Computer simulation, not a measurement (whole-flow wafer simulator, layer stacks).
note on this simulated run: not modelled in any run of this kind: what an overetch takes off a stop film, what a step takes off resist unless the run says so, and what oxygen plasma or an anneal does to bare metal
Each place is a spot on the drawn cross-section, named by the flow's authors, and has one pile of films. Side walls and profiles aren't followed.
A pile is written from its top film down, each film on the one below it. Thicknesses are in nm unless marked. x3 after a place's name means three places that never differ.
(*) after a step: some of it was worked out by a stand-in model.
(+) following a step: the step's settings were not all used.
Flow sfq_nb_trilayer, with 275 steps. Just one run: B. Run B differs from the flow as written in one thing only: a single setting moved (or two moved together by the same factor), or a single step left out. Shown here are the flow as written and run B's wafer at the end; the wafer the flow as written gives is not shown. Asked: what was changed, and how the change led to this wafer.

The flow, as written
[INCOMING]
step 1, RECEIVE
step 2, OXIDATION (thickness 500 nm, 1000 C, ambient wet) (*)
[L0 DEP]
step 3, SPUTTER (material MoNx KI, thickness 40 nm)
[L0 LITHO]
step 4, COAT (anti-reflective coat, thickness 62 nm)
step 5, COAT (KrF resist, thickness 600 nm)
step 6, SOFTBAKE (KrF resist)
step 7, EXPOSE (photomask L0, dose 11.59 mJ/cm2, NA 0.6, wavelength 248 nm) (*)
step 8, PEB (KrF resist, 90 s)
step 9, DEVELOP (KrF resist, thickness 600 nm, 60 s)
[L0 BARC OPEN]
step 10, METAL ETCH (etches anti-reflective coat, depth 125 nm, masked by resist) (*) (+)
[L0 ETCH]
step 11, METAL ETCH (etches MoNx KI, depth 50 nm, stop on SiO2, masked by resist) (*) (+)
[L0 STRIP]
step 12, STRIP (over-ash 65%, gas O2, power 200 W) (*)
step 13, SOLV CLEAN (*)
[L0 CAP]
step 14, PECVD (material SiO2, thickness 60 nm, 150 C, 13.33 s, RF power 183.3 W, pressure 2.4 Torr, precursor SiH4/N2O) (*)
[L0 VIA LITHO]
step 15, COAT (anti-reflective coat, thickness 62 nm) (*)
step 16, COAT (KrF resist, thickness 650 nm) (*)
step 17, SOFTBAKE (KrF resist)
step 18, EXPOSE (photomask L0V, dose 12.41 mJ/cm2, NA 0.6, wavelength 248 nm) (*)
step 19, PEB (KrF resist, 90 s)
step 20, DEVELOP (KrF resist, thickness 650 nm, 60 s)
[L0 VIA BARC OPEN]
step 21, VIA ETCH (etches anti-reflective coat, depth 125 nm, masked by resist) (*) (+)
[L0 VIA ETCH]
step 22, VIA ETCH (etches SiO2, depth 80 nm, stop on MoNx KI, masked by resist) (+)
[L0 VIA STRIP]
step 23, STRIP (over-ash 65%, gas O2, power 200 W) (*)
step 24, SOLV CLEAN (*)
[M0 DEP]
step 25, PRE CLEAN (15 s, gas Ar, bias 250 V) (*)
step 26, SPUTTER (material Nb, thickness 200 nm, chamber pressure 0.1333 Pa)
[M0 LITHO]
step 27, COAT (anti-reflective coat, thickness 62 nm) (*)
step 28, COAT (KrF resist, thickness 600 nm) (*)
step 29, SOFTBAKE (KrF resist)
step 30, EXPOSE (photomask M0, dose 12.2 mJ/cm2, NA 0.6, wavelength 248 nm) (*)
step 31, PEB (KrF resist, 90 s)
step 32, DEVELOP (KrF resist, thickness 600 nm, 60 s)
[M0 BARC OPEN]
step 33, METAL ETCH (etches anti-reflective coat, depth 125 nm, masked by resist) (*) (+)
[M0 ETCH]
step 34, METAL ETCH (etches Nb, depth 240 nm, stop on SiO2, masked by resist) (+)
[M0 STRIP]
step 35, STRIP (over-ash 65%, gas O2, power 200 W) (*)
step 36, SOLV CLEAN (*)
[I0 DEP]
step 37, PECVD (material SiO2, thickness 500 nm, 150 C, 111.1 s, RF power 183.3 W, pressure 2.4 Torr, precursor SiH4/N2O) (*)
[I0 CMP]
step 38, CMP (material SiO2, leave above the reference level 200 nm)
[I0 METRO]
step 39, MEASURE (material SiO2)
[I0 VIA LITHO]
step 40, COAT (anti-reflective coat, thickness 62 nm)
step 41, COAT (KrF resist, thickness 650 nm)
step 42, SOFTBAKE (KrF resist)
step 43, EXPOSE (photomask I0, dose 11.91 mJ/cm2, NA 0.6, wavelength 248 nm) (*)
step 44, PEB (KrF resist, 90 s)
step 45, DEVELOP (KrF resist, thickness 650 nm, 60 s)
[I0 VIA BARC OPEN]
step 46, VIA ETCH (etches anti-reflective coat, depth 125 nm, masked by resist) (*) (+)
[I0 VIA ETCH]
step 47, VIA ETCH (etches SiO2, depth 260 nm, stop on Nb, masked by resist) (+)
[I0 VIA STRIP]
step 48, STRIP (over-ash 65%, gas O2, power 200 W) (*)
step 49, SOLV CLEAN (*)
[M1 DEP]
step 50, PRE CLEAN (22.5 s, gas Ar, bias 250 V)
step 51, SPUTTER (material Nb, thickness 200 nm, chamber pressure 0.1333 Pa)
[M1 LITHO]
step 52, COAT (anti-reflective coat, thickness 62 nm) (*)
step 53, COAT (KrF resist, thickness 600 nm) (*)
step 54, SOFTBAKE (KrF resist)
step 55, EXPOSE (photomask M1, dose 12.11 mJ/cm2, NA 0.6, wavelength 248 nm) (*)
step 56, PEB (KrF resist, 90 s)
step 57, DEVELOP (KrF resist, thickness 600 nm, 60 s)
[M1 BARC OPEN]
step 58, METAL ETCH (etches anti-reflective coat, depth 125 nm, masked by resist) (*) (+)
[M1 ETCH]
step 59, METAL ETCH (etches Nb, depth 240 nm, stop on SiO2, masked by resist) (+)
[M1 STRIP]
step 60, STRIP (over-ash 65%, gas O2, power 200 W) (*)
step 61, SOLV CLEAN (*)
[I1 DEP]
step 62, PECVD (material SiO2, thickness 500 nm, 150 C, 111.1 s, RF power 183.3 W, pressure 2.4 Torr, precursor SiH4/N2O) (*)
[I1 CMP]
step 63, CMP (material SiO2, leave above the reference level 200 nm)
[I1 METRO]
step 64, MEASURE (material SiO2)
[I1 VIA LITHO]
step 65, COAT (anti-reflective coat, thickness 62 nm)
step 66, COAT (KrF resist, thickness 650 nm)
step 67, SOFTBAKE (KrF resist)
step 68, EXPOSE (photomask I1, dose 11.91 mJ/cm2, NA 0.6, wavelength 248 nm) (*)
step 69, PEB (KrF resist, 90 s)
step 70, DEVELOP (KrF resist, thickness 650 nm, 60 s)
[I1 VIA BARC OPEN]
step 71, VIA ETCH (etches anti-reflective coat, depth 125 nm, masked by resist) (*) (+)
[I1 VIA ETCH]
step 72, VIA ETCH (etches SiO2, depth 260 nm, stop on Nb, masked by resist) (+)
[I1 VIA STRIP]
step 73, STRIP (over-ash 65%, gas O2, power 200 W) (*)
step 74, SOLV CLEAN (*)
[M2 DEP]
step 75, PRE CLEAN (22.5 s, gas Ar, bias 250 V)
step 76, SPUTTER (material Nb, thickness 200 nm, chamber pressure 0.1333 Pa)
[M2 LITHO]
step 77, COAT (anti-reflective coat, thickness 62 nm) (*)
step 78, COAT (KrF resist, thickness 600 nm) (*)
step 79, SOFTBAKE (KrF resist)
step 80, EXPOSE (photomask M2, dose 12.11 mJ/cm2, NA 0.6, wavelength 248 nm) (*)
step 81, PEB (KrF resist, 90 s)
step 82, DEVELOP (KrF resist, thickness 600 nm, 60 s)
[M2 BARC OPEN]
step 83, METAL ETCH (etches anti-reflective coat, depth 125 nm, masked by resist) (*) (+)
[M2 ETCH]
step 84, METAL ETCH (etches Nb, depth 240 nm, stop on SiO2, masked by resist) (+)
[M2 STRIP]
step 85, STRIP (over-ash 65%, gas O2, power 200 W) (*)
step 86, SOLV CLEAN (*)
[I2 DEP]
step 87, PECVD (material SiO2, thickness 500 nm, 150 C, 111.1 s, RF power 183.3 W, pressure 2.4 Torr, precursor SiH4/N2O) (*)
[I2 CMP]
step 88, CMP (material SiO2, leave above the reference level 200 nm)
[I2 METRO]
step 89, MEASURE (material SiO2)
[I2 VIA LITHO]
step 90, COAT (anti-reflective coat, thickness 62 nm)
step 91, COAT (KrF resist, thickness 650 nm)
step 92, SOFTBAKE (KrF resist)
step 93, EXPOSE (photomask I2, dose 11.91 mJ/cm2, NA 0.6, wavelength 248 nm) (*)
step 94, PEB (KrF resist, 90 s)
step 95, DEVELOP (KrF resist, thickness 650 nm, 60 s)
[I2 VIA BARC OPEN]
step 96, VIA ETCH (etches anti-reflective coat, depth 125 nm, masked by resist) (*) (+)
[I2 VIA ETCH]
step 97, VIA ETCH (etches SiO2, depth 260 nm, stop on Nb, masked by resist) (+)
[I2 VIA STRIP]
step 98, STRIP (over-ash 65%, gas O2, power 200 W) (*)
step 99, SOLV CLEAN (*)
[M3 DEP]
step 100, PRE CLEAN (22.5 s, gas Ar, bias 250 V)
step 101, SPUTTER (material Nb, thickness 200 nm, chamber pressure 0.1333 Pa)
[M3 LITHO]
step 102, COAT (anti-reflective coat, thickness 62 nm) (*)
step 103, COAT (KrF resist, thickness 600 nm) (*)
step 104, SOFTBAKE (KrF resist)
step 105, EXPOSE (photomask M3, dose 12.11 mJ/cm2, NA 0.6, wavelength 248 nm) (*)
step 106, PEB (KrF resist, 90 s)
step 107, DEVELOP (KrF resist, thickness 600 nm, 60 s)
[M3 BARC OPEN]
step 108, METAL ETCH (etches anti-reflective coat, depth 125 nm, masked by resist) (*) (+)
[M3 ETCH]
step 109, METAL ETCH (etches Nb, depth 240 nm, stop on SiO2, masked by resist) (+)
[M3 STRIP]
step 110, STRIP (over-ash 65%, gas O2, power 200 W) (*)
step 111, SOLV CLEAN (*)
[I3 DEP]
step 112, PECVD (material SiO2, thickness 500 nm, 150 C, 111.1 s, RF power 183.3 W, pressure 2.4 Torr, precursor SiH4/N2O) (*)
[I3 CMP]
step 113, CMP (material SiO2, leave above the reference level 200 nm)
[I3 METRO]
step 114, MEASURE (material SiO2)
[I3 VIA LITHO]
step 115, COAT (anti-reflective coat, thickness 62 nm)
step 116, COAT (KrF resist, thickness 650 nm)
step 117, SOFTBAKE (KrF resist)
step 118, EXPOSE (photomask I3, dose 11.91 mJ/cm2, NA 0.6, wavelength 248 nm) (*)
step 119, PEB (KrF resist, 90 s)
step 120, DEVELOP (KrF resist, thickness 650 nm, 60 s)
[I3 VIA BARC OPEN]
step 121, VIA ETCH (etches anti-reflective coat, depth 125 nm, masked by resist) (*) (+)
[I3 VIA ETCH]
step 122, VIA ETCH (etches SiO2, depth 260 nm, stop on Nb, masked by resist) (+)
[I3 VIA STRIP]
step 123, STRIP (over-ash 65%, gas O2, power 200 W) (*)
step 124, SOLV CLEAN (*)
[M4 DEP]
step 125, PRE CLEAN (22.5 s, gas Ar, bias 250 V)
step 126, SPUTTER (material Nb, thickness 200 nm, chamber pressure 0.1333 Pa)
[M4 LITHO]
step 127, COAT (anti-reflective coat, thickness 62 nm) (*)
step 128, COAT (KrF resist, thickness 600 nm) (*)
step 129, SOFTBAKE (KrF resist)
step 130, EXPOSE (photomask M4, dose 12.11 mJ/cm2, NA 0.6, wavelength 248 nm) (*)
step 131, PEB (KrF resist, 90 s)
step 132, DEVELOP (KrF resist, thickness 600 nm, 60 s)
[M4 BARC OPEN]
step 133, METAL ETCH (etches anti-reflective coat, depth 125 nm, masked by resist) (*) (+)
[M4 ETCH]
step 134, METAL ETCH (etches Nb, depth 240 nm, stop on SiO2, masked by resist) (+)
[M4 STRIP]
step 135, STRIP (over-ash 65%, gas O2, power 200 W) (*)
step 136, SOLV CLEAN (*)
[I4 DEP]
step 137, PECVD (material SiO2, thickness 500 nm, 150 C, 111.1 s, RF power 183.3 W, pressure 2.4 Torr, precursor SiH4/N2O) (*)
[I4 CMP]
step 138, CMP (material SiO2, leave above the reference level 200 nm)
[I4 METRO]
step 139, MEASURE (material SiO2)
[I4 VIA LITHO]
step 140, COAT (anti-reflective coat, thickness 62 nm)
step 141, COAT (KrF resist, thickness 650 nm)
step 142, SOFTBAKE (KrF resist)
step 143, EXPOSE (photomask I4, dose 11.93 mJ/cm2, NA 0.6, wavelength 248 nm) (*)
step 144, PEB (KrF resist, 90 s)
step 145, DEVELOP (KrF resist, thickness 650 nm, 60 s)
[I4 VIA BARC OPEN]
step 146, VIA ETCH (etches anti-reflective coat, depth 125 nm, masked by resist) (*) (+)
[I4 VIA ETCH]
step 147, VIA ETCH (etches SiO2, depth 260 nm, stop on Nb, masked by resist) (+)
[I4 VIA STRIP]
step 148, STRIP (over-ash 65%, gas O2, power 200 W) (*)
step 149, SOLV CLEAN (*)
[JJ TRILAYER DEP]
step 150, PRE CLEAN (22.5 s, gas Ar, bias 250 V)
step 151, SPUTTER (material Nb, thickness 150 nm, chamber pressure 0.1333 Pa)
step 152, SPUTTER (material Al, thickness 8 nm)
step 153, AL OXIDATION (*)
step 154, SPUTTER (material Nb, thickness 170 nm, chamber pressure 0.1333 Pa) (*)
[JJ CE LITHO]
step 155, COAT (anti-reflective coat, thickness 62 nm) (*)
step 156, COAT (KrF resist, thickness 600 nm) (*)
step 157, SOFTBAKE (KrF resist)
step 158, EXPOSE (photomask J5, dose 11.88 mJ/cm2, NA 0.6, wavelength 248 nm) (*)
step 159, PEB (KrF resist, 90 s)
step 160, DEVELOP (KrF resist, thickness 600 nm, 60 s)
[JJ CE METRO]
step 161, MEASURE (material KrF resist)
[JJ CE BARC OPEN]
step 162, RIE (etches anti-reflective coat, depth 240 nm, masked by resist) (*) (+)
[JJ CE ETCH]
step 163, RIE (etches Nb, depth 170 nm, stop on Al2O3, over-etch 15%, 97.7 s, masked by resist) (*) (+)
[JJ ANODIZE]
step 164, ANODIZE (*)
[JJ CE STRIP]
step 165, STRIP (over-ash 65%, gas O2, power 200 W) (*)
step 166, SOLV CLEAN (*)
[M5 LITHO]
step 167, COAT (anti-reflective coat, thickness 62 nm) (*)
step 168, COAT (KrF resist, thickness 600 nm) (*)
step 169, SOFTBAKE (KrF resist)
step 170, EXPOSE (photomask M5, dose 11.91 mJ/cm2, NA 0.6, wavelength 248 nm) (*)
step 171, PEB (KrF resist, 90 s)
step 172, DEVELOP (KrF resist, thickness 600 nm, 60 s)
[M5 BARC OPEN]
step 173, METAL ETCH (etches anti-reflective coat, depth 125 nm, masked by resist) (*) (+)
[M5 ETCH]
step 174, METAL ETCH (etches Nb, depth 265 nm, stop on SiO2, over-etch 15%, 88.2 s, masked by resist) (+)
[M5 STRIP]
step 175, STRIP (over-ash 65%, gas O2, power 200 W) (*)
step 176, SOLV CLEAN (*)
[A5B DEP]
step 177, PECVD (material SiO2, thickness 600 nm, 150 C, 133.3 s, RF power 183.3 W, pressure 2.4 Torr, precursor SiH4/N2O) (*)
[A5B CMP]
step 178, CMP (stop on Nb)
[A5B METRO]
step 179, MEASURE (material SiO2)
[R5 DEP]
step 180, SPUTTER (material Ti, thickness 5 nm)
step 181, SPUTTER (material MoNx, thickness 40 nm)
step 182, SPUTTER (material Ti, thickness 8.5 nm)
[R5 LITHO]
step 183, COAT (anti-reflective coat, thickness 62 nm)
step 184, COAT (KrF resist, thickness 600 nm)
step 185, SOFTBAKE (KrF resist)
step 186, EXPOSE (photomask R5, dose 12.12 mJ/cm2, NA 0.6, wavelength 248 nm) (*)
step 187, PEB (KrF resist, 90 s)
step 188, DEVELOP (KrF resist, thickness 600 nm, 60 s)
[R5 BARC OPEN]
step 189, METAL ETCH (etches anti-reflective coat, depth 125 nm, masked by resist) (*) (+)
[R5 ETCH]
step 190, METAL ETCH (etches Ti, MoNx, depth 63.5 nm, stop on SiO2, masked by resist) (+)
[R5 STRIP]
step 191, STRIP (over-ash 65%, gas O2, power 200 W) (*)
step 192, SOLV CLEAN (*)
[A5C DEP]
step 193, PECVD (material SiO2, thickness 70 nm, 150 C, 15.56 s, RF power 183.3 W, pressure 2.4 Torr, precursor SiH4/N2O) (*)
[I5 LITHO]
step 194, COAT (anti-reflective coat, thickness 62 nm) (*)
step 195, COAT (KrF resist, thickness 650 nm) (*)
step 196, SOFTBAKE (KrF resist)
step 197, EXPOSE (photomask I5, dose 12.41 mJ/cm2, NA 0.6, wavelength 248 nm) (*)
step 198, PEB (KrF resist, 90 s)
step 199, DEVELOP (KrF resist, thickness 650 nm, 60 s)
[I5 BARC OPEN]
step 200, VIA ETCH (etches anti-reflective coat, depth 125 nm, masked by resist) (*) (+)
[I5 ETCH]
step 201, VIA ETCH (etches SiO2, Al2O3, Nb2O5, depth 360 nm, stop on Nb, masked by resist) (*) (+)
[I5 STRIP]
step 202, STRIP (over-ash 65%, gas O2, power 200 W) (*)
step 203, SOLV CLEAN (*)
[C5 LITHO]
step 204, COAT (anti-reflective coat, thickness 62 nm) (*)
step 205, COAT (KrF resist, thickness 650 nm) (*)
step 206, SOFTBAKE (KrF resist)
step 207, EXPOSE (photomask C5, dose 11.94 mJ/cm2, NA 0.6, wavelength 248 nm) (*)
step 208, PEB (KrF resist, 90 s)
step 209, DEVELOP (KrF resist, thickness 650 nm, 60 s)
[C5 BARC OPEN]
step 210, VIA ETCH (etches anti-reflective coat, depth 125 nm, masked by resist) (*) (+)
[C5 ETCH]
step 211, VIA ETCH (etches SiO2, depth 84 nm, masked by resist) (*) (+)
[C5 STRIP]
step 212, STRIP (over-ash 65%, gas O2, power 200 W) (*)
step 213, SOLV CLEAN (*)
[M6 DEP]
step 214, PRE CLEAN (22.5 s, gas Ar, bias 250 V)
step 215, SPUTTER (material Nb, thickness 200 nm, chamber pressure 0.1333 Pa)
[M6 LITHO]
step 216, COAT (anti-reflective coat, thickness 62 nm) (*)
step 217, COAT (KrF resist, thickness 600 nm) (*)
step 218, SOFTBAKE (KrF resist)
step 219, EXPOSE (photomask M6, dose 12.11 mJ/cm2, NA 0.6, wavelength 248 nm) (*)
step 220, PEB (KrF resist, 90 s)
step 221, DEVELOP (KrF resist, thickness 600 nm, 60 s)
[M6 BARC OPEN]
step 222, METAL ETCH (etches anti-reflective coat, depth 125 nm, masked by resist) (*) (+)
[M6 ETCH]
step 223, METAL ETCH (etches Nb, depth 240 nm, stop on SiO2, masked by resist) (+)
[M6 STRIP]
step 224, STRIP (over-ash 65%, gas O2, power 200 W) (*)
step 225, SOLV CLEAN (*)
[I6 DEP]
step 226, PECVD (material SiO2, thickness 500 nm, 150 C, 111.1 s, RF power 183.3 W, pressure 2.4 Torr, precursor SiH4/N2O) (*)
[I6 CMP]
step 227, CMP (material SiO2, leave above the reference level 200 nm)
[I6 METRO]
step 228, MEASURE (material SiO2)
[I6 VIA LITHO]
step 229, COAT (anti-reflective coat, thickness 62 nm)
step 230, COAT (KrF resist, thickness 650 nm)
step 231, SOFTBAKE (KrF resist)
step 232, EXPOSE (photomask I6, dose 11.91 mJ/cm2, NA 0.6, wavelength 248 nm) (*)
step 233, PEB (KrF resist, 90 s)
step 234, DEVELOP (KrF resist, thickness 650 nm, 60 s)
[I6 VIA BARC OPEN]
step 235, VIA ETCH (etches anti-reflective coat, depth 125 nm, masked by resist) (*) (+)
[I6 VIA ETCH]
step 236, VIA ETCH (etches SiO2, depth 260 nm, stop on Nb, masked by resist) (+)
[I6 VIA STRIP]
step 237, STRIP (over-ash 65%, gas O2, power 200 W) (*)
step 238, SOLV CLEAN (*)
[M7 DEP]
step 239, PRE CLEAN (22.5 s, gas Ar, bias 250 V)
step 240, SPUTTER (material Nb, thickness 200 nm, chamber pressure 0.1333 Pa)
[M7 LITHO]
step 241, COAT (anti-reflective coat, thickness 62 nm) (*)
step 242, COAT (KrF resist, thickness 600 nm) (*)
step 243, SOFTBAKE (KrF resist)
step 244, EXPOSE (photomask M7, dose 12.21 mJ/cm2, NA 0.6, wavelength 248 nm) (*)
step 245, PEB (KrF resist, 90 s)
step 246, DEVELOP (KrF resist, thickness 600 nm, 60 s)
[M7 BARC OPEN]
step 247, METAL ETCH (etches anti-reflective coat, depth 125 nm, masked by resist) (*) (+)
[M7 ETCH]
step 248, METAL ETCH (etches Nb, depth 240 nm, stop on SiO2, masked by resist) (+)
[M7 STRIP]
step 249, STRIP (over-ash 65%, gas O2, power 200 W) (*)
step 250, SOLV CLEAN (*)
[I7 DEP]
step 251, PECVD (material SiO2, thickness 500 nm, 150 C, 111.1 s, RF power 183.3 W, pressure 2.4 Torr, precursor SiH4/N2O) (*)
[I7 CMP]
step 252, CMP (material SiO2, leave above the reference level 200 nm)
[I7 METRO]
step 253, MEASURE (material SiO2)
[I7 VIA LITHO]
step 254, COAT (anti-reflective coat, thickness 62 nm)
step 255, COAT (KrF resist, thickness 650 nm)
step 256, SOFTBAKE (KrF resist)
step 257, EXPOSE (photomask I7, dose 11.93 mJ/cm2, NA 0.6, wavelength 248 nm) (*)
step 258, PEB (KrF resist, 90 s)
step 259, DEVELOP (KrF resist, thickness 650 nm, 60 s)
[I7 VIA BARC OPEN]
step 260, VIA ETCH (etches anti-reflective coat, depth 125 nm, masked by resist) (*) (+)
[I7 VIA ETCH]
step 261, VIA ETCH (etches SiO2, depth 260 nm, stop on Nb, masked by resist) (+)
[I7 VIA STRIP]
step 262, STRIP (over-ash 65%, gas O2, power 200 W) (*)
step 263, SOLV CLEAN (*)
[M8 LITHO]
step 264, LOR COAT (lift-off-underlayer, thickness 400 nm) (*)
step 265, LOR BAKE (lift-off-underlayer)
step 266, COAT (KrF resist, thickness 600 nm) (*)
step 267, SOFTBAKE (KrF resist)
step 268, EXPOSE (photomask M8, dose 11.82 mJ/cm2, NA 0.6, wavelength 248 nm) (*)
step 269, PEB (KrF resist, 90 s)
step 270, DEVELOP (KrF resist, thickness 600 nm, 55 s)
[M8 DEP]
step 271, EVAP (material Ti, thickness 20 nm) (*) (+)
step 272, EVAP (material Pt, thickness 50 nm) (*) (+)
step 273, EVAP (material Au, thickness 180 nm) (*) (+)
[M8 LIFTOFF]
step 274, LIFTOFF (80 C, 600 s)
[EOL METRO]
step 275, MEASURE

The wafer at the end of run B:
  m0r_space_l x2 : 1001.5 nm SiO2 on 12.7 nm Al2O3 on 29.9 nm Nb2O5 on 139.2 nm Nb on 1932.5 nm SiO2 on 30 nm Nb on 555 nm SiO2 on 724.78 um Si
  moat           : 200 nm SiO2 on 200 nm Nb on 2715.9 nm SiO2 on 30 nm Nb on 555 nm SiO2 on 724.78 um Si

What caused this: step 34, METAL ETCH: depth 170 nm was run, whereas the flow has depth 240 nm.

How this came from the change, step by step:
  step 34, METAL ETCH (etches Nb, depth 240 nm, stop on SiO2, masked by resist) (+)
      moat, m0r_space_l x2: -170 Nb (as written it would have been: -200 Nb (all of it))
      field_l, v_sur, via_wl and 100 more: -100 KrF resist (as written it would have been: -141.2 KrF resist)
  step 35, STRIP (over-ash 65%, gas O2, power 200 W) (*)
      p4_fl x3, p4_w1 x9, p4_g1 x2 and 57 more: -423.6 KrF resist (all of it), -62 anti-reflective coat (all of it) (as written it would have been: -382.4 KrF resist (all of it), -62 anti-reflective coat (all of it))
      c5j, ce_r, sp_r, be_r, r_sur, res: -430.2 KrF resist (all of it), -63.6 anti-reflective coat (all of it) (as written it would have been: -389 KrF resist (all of it), -63.6 anti-reflective coat (all of it))
      (and at 26 other places as well)
  step 37, PECVD (material SiO2, thickness 500 nm, 150 C, 111.1 s, RF power 183.3 W, pressure 2.4 Torr, precursor SiH4/N2O) (*)
      moat, m0r_space_l x2: +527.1 SiO2 (new film) (as written it would have been: +557.1 SiO2)
Taking metal films that touch as one body, m0r_space_l x2 has 2 bodies (between them, from the top down: SiO2 1932.5); the flow as written gives 1 body.
Taking metal films that touch as one body, moat has 2 bodies (between them, from the top down: SiO2 2715.9); the flow as written gives 1 body.
